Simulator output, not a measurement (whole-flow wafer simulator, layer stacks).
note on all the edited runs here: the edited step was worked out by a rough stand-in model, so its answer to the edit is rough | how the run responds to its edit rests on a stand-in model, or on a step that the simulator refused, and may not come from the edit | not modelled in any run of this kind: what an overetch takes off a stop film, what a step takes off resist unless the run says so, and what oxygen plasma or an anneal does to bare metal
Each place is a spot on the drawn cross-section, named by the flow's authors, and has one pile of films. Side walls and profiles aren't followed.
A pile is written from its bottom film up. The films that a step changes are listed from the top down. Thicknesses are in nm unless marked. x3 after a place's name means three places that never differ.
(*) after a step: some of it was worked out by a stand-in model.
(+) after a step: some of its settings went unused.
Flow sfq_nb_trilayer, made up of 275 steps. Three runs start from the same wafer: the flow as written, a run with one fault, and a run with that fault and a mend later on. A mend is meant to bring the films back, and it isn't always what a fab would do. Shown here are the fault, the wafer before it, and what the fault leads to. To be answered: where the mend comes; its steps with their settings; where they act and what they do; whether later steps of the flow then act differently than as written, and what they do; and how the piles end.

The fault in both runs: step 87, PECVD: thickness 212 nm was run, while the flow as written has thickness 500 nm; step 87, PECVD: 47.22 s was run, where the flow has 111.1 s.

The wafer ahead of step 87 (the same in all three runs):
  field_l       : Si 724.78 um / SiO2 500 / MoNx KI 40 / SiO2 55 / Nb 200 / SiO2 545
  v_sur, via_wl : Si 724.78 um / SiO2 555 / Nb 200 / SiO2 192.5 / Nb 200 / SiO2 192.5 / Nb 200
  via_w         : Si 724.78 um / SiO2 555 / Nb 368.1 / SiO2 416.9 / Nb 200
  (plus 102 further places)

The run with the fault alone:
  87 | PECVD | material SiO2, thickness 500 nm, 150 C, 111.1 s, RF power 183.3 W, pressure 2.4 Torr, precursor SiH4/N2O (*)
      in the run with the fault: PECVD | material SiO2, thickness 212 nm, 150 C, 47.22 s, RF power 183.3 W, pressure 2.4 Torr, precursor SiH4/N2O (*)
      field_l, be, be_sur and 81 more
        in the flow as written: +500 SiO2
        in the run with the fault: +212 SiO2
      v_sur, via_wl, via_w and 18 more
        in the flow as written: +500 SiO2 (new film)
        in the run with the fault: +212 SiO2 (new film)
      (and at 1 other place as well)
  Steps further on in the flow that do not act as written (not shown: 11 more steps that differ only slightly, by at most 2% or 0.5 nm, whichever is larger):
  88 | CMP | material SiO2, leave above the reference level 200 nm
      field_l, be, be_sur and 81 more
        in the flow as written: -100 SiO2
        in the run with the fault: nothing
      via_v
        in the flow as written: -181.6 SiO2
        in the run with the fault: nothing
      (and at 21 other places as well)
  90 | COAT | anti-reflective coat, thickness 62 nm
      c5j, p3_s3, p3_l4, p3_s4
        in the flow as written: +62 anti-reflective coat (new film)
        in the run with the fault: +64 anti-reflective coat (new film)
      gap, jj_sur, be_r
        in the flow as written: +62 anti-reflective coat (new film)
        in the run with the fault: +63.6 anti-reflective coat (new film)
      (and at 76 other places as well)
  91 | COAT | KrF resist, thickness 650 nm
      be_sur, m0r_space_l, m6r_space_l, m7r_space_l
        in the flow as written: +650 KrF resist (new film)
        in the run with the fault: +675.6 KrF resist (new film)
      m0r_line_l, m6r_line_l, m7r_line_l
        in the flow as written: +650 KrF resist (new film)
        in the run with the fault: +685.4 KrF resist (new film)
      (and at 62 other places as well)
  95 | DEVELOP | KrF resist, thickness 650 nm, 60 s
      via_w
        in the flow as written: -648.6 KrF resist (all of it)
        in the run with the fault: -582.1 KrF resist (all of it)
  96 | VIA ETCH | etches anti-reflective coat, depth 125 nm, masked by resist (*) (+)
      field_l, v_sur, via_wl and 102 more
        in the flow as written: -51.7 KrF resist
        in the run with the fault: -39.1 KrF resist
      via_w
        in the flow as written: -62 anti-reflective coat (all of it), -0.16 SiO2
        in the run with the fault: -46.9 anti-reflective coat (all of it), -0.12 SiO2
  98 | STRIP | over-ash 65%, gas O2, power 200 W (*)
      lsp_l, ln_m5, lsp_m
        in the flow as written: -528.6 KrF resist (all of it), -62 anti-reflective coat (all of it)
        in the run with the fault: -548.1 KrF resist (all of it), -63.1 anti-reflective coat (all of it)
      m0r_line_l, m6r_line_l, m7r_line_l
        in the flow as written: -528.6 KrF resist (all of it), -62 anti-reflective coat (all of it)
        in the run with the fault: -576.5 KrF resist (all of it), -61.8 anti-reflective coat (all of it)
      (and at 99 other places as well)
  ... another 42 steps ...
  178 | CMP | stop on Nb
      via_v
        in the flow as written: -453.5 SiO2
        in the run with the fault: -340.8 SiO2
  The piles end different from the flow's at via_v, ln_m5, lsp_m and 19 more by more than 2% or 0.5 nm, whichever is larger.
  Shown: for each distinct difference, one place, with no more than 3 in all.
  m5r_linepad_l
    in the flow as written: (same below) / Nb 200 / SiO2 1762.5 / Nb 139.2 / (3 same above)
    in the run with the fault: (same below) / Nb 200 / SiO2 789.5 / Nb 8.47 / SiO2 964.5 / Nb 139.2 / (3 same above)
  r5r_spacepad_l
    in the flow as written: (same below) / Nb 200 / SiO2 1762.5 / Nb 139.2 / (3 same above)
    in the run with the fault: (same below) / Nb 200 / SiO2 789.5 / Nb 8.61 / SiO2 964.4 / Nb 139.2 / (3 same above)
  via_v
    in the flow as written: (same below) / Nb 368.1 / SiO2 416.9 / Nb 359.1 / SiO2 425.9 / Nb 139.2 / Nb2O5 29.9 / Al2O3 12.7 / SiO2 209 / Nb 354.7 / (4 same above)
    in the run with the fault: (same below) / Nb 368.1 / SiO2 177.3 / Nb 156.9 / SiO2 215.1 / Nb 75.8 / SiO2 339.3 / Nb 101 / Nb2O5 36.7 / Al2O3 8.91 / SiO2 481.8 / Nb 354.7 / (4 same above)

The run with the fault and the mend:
  After step 87 comes the mend.
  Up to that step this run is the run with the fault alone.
  87a | PECVD | material SiO2, thickness 288 nm, 150 C, 64 s, RF power 183.3 W, pressure 2.4 Torr, precursor SiH4/N2O (*) (the flow's step 87 again, with other settings)
      field_l, v_sur, via_wl and 102 more
        +288 SiO2
      via_v
        +396.6 SiO2
  Steps further on in the flow that do not act as written:
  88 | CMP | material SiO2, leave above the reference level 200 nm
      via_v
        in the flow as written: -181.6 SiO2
        in the run with the mend: -157.1 SiO2
  By the end, the piles equal the flow's at every place that both follow.
